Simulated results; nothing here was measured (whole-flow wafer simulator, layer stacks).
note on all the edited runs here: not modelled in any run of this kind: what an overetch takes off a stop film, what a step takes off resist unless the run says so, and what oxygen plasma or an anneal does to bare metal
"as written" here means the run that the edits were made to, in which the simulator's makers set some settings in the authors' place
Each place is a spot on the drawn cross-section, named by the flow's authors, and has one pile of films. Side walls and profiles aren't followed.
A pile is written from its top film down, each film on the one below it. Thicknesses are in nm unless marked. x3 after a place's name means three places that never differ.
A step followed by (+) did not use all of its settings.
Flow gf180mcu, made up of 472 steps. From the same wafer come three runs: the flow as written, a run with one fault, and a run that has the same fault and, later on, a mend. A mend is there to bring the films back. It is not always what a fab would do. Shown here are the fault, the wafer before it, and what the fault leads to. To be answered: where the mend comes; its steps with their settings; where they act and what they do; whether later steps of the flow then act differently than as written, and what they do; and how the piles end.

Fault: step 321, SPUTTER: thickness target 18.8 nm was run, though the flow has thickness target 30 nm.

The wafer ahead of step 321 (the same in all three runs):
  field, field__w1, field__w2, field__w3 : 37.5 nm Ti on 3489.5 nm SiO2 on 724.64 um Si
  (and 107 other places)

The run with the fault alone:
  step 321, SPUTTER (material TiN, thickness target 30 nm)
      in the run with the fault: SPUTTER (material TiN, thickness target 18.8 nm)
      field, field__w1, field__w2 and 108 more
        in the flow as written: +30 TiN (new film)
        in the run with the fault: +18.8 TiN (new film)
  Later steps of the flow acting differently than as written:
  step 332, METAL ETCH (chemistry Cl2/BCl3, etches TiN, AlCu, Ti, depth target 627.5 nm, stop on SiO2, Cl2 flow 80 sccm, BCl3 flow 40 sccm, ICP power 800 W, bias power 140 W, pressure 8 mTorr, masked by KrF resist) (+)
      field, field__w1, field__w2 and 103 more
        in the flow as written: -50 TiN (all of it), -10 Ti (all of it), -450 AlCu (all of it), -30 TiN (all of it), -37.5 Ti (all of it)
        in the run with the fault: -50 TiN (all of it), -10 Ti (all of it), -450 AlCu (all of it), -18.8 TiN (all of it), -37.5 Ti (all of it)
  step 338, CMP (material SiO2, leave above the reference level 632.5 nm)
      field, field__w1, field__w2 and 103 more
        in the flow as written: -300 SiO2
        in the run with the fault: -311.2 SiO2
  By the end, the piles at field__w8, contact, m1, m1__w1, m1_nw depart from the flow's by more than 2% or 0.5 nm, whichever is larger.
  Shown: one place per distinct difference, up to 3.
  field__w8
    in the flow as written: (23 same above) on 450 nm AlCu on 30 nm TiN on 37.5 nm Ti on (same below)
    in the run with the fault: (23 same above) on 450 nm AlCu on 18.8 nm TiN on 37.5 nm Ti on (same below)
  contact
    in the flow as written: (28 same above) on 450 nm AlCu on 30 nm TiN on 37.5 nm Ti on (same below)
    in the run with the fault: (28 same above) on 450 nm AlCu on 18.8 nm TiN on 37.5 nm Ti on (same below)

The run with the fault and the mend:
  The mend follows step 321.
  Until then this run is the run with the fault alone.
  step 321a, SPUTTER (material TiN, thickness target 11.2 nm) (a further turn of the flow's step 321, with different settings)
      field, field__w1, field__w2 and 108 more
        +11.2 TiN
  None of the later steps of the flow acts differently than as written at any place that is followed.
  By the end, the piles equal the flow's at every place that both follow.
